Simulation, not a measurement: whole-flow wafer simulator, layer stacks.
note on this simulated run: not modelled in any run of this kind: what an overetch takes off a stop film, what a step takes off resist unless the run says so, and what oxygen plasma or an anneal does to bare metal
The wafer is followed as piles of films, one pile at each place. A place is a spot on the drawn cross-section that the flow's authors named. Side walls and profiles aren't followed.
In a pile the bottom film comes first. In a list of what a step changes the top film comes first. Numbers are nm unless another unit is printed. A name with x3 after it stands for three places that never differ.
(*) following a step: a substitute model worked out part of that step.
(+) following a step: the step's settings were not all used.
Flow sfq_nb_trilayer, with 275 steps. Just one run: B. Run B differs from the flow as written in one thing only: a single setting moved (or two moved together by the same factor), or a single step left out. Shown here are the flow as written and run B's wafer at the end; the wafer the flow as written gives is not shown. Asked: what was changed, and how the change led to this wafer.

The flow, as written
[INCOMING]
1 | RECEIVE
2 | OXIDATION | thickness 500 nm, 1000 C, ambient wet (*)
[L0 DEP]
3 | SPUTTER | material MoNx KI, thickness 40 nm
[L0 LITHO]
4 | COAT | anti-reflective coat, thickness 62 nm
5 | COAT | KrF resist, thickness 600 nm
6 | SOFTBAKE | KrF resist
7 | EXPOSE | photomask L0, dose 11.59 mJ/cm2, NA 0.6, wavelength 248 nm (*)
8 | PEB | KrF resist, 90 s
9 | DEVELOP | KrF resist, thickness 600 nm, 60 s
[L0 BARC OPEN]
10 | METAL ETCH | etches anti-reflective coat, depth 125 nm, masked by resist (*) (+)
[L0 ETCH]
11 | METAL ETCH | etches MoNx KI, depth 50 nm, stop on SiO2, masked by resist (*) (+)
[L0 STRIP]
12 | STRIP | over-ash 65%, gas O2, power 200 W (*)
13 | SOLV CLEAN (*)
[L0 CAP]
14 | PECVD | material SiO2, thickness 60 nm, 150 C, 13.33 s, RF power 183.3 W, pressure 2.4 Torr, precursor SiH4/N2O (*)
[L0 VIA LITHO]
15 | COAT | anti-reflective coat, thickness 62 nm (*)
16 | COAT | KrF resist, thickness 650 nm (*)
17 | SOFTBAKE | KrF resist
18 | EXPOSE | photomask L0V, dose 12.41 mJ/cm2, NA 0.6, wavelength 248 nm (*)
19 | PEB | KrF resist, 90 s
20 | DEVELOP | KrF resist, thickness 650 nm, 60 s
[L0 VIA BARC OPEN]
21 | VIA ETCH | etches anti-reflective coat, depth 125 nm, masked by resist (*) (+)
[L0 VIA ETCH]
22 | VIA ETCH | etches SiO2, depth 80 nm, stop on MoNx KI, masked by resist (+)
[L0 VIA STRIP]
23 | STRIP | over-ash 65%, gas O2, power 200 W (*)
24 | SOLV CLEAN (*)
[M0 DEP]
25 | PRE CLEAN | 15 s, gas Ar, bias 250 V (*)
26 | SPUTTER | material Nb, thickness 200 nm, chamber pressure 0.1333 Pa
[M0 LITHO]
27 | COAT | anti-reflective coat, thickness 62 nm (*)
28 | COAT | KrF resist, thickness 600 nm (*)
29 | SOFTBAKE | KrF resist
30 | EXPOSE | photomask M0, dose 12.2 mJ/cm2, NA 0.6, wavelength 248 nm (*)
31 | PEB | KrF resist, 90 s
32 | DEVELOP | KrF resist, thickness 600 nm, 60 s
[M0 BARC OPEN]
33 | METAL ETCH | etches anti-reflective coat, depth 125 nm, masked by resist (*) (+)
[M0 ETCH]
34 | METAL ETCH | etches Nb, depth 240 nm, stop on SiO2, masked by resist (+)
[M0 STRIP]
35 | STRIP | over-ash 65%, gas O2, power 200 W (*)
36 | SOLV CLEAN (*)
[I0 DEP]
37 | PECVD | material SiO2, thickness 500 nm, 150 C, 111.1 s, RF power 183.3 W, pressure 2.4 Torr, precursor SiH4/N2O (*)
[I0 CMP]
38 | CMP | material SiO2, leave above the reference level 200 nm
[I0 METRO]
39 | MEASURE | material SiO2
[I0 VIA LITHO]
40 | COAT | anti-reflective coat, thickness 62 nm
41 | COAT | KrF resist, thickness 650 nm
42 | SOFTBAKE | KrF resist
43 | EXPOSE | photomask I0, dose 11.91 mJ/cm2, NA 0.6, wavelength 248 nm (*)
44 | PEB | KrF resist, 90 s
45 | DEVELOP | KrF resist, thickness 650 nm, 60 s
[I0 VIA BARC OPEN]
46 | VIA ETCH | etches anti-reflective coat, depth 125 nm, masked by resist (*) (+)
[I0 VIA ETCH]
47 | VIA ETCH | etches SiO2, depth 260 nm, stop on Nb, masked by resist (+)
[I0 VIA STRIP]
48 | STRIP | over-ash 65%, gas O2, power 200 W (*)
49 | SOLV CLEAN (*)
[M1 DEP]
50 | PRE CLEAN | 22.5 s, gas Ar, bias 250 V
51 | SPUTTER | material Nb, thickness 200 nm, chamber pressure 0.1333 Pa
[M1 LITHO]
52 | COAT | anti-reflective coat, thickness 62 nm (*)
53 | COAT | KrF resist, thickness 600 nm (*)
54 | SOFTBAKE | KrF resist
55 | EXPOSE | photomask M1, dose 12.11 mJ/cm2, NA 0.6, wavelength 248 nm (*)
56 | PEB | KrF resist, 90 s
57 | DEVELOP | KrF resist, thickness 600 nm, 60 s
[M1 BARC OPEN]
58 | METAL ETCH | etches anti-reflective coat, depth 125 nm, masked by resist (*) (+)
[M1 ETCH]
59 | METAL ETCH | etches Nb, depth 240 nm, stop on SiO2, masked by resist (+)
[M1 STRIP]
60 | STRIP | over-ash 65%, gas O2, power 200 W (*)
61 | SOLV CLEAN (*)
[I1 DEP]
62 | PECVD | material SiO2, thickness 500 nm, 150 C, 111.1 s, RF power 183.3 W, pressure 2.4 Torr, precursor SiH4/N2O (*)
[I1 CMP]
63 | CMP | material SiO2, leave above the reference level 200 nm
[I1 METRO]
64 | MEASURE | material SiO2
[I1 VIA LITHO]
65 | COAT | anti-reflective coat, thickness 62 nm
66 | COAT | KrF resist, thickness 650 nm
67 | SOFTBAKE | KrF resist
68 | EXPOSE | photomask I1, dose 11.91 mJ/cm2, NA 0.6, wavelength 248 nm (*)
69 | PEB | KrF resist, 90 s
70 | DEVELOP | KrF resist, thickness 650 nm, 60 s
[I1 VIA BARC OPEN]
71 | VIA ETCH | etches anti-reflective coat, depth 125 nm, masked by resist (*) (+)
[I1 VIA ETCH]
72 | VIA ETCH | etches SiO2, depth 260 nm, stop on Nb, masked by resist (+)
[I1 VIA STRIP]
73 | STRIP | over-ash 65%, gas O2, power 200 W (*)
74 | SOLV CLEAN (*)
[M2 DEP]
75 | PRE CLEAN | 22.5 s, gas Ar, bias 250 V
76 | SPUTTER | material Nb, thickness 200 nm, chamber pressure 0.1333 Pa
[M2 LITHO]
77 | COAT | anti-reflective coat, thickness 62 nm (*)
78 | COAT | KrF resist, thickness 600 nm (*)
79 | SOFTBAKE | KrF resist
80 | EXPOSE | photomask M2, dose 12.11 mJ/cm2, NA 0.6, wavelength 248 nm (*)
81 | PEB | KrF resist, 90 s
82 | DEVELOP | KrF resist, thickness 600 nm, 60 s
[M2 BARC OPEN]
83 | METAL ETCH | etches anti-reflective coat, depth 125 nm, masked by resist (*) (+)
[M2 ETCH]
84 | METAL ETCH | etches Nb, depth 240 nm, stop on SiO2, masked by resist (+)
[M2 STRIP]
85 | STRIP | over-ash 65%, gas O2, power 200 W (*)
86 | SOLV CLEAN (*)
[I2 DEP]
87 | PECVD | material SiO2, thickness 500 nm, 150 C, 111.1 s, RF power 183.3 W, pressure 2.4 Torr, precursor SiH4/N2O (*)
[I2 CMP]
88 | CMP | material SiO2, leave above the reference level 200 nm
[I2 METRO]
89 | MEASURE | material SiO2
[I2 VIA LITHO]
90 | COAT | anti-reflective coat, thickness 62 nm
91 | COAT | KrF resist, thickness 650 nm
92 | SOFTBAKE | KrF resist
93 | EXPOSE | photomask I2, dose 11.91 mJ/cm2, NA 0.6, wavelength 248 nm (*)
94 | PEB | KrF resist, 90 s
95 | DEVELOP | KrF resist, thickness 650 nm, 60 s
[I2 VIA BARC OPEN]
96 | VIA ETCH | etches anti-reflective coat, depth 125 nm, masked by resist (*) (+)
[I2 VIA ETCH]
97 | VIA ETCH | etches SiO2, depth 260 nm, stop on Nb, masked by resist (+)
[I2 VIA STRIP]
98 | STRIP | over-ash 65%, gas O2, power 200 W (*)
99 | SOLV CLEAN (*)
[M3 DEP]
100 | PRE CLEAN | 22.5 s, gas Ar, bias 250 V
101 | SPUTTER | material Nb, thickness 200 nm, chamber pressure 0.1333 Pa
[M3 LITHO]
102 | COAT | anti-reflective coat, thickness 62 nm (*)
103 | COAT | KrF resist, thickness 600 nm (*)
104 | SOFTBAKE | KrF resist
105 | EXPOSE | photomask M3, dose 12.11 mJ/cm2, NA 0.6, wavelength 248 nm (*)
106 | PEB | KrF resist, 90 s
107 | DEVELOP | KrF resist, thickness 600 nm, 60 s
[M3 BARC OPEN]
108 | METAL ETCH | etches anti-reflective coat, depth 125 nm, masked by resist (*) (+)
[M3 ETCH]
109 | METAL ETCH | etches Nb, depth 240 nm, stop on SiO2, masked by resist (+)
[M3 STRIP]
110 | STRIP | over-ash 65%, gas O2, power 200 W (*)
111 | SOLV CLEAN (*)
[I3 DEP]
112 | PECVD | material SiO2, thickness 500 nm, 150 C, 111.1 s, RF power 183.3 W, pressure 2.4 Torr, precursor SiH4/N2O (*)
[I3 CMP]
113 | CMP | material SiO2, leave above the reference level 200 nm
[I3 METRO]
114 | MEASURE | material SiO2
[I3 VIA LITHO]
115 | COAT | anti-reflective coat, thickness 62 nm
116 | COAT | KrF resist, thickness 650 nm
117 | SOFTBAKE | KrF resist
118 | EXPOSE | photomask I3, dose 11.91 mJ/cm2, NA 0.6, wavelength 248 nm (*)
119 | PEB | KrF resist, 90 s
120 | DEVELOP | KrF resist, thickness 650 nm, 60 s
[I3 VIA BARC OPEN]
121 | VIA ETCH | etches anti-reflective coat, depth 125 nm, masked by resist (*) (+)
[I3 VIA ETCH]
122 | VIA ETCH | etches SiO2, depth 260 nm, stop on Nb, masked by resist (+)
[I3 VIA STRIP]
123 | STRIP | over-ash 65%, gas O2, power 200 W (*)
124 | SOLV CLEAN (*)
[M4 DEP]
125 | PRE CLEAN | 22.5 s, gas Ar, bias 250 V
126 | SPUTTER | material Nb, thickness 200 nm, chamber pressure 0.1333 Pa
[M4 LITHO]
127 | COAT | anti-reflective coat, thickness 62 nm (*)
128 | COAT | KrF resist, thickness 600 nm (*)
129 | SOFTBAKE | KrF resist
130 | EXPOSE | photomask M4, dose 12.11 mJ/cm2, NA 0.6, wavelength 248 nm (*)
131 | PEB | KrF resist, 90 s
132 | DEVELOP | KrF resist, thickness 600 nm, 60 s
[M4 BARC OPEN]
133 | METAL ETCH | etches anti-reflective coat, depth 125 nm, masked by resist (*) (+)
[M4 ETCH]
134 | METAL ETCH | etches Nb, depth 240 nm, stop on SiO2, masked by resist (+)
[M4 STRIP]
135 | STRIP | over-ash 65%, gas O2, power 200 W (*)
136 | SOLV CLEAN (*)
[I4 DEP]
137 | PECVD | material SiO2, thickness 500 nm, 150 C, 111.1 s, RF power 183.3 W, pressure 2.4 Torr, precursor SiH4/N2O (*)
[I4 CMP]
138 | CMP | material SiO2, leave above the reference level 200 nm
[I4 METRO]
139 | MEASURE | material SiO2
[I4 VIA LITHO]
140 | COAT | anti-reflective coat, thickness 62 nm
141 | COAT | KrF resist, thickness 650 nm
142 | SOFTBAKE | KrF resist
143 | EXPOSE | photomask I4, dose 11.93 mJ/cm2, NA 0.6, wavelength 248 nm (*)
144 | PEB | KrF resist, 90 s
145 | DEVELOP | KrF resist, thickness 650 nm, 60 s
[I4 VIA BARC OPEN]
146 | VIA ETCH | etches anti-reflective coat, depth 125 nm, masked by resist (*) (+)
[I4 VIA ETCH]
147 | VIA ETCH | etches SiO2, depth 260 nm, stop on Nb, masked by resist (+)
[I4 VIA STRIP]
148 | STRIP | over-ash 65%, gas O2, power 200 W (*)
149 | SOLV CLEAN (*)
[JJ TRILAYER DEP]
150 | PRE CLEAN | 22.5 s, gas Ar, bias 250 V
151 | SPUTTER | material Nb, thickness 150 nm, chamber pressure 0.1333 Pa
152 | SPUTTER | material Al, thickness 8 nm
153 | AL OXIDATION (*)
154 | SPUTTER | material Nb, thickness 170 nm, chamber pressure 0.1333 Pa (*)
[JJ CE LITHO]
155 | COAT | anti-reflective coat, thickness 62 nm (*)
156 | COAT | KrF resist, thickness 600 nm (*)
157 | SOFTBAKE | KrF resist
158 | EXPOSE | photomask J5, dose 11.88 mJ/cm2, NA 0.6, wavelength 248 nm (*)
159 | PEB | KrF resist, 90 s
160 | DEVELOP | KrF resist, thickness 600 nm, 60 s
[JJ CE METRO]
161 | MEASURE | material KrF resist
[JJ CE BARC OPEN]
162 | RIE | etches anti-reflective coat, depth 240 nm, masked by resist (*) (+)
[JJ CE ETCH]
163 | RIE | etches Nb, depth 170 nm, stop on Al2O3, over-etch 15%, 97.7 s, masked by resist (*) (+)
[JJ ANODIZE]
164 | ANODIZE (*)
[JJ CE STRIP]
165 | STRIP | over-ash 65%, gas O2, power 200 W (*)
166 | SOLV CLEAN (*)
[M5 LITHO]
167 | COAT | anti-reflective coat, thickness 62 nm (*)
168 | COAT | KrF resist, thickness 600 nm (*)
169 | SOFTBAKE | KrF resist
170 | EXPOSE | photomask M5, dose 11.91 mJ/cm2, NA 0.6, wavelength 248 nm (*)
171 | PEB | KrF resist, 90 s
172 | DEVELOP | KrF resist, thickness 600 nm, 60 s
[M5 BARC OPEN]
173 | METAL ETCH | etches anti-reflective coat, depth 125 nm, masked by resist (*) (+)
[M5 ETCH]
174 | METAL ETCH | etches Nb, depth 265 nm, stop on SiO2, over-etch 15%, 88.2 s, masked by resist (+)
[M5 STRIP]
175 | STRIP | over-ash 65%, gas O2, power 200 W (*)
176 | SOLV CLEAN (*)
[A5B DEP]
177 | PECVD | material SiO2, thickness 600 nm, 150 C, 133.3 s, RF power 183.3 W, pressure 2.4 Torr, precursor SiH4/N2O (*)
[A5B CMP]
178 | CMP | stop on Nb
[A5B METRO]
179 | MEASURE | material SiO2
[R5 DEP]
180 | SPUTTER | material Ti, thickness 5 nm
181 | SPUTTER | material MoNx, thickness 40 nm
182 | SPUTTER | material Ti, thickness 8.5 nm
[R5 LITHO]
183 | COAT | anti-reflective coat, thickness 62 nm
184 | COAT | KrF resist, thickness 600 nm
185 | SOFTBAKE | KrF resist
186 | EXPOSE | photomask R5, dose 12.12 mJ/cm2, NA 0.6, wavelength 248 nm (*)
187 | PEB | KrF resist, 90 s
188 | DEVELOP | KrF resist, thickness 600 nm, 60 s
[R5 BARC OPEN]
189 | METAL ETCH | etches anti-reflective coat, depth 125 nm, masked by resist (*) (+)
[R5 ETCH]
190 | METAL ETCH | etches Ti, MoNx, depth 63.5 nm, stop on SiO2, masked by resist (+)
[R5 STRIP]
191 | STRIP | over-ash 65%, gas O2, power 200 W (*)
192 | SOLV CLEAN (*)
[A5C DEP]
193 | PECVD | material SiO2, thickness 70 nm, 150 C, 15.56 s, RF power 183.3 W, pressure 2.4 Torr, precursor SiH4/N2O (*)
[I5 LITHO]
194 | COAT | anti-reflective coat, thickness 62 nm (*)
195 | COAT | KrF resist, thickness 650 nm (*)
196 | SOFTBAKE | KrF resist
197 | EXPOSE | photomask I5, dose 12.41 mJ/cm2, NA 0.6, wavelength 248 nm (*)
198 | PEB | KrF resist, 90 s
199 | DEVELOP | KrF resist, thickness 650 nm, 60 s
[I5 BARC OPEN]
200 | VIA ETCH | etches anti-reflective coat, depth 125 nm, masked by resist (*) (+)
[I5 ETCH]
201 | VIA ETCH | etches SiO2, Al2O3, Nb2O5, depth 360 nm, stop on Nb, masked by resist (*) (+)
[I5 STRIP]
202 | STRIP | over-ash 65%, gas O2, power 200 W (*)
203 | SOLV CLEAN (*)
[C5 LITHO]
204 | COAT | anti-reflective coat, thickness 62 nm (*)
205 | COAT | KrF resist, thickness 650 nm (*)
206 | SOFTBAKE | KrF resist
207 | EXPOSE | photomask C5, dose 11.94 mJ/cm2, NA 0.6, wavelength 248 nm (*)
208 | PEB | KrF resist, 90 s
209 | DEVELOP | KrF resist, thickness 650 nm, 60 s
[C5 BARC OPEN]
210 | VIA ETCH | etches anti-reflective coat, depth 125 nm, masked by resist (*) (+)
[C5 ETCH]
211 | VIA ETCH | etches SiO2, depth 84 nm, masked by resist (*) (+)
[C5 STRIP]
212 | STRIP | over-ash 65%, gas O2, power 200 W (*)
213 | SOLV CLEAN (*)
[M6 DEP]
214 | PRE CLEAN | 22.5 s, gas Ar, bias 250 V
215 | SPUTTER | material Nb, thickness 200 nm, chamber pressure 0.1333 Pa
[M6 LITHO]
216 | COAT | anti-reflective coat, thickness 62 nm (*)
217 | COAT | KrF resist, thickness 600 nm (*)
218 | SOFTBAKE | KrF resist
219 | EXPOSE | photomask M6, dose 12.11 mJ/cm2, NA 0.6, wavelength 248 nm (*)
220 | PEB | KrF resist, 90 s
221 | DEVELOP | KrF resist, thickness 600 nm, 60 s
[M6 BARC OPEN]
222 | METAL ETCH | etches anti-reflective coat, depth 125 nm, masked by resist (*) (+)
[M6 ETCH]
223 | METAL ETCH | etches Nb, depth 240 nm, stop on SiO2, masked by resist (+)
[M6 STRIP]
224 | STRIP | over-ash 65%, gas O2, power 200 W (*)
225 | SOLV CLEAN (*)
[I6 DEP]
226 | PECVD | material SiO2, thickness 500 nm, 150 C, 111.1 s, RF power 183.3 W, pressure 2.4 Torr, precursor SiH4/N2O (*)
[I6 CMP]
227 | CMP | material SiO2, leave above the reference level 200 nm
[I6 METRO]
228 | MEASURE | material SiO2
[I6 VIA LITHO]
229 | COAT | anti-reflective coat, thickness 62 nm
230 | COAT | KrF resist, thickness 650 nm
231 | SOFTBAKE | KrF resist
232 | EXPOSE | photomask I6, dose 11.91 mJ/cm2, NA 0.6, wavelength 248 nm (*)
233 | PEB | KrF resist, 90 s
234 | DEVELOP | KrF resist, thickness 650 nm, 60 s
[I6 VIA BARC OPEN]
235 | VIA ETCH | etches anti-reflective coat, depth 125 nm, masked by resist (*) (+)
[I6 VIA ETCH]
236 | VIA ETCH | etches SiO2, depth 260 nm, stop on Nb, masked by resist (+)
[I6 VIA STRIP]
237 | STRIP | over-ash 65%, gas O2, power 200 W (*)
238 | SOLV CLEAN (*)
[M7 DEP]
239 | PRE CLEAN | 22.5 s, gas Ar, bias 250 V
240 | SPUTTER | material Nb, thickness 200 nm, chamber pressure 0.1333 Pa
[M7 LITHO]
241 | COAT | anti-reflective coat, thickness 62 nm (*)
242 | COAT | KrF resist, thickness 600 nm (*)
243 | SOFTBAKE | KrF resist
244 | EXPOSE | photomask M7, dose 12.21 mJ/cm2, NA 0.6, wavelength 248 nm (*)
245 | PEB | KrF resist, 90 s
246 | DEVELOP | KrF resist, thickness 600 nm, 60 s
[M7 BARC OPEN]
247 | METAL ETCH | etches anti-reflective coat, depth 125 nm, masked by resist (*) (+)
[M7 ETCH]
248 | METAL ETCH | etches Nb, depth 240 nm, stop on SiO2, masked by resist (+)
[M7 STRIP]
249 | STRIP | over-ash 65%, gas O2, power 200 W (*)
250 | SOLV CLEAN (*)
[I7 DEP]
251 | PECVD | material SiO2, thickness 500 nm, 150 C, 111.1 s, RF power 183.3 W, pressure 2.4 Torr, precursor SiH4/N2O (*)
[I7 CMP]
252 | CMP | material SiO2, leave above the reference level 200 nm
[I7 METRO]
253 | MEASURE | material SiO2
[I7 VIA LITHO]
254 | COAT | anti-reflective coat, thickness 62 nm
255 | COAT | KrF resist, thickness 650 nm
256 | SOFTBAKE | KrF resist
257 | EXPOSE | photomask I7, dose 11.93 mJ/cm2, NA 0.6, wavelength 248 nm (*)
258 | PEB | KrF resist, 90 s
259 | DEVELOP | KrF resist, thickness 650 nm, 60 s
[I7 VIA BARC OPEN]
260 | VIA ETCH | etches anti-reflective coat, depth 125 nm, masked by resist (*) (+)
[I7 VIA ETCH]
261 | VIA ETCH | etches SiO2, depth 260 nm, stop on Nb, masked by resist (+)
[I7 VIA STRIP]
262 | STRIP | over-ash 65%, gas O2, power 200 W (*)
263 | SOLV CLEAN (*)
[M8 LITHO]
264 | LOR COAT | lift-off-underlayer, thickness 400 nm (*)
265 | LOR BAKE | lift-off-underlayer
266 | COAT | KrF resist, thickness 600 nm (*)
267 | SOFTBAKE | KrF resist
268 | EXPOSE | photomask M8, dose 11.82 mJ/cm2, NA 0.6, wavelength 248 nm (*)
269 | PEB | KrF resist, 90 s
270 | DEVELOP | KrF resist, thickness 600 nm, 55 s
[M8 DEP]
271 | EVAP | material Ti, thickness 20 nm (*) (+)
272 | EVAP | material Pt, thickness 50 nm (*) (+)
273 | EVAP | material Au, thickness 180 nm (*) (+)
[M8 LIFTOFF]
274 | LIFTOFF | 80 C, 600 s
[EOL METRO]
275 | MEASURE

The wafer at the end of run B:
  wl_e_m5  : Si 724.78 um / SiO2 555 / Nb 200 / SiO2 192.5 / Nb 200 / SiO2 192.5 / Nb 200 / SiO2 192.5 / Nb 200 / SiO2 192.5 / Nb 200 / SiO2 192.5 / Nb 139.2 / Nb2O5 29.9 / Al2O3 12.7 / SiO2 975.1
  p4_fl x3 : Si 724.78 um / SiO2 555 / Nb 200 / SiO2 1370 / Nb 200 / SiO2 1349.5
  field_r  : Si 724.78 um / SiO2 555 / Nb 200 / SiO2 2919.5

Cause: step 215, SPUTTER: thickness 173.6 nm was run, though the flow has thickness 200 nm.

The path from the change to this, step by step:
  215 | SPUTTER | material Nb, thickness 200 nm, chamber pressure 0.1333 Pa
      field_l, v_sur, via_wl and 100 more: Nb gains 173.6 (new film) (in the flow as written it would be: Nb gains 200 (new film))
      be: Nb gains 128.1 (in the flow as written it would be: Nb gains 147.3)
      (as well as at 2 more places)
  223 | METAL ETCH | etches Nb, depth 240 nm, stop on SiO2, masked by resist (+)
      field_l, gap, moat and 76 more: Nb loses 173.6 (all of it) (in the flow as written it would be: Nb loses 200 (all of it))
  226 | PECVD | material SiO2, thickness 500 nm, 150 C, 111.1 s, RF power 183.3 W, pressure 2.4 Torr, precursor SiH4/N2O (*)
      gap, wl_a_sl, m6r_space_l x2: SiO2 gains 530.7 (in the flow as written it would be: SiO2 gains 557.1)
  227 | CMP | material SiO2, leave above the reference level 200 nm
      field_l, p4_fl x3, p4_w1 x9 and 49 more: SiO2 loses 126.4 (in the flow as written it would be: SiO2 loses 100)
      moat, field_r, lsp_l, ln_m5, lsp_m: SiO2 loses 120.9 (in the flow as written it would be: SiO2 loses 93.6)
      (as well as at 8 more places)
